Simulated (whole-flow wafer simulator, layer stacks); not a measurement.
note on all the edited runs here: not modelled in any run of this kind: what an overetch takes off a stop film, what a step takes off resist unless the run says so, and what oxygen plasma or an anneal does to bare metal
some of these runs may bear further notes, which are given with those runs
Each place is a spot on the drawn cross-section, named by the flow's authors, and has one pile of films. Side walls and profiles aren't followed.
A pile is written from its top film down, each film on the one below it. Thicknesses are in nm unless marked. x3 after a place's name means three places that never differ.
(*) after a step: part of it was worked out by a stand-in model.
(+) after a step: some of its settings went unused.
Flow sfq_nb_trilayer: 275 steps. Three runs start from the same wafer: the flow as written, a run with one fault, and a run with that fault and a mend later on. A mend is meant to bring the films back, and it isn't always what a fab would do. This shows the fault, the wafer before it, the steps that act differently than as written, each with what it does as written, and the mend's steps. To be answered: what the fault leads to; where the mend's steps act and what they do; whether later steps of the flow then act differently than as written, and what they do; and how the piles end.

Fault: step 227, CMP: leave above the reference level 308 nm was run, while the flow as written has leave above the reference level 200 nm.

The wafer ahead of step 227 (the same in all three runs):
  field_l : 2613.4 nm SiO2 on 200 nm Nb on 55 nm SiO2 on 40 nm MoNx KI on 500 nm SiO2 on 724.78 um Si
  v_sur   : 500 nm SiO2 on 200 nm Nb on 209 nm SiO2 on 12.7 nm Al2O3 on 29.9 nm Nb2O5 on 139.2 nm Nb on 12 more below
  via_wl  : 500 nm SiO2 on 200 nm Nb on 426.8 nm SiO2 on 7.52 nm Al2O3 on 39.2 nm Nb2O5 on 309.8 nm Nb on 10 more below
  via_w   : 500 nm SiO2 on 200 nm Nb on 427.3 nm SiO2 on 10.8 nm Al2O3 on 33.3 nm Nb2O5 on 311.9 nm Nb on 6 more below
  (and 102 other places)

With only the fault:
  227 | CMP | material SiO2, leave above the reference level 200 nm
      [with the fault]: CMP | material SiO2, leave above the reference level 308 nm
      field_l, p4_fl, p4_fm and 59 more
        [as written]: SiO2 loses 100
        [with the fault]: nothing
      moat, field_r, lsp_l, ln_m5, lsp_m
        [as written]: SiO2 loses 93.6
        [with the fault]: nothing
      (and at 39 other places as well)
  Steps further on in the flow that do not act as written (6 more steps, not shown, differ only slightly: by at most 2% or 0.5 nm, whichever is larger):
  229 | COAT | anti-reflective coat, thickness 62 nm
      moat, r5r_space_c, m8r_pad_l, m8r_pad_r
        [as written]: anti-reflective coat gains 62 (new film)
        [with the fault]: anti-reflective coat gains 64.4 (new film)
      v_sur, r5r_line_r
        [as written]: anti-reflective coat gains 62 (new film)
        [with the fault]: anti-reflective coat gains 60.1 (new film)
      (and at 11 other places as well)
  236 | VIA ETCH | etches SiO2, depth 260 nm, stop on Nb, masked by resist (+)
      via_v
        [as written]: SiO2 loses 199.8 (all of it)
        [with the fault]: SiO2 loses 260
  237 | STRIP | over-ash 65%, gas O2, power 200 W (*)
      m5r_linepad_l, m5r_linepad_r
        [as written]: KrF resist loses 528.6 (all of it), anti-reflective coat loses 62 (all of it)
        [with the fault]: KrF resist loses 527.4 (all of it), anti-reflective coat loses 65.4 (all of it)
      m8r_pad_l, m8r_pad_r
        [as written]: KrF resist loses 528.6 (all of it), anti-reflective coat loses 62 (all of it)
        [with the fault]: KrF resist loses 528.3 (all of it), anti-reflective coat loses 64.4 (all of it)
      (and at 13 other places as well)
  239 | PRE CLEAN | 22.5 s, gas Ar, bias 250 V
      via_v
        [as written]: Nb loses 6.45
        [with the fault]: SiO2 loses 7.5
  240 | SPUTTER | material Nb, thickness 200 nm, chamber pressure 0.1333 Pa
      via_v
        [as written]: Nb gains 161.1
        [with the fault]: Nb gains 146.9 (new film)
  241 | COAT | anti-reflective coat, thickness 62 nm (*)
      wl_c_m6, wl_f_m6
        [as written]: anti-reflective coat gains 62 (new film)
        [with the fault]: anti-reflective coat gains 59.4 (new film)
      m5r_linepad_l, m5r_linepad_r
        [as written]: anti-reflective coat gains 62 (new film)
        [with the fault]: anti-reflective coat gains 65 (new film)
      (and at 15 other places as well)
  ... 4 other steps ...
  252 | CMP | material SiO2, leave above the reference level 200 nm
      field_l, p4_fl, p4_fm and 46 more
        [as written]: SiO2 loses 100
        [with the fault]: SiO2 loses 92
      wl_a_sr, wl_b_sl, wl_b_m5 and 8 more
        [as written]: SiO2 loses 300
        [with the fault]: SiO2 loses 292
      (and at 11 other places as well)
  The piles end different from the flow's at field_l, v_sur, via_wl and 103 more by more than 2% or 0.5 nm, whichever is larger.
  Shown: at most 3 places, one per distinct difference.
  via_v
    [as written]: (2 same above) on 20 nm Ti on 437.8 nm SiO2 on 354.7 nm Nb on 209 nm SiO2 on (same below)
    [with the fault]: (2 same above) on 20 nm Ti on 513.3 nm SiO2 on 146.9 nm Nb on 40.3 nm SiO2 on 200 nm Nb on 209 nm SiO2 on (same below)
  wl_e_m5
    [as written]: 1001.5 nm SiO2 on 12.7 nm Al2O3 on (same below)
    [with the fault]: 1109.5 nm SiO2 on 12.7 nm Al2O3 on (same below)
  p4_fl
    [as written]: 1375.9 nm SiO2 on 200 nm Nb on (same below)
    [with the fault]: 1483.9 nm SiO2 on 200 nm Nb on (same below)

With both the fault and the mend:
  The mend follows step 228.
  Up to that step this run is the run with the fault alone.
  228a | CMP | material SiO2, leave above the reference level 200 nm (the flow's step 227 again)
      field_l, p4_fl, p4_fm and 59 more
        SiO2 loses 100
      v_sur, via_wl, via_w and 33 more
        SiO2 loses 108
      moat, field_r, lsp_l, ln_m5, lsp_m
        SiO2 loses 93.6
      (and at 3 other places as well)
  None of the later steps of the flow acts differently than as written at any place that is followed.
  The piles end the same as the flow's at every place that both follow.
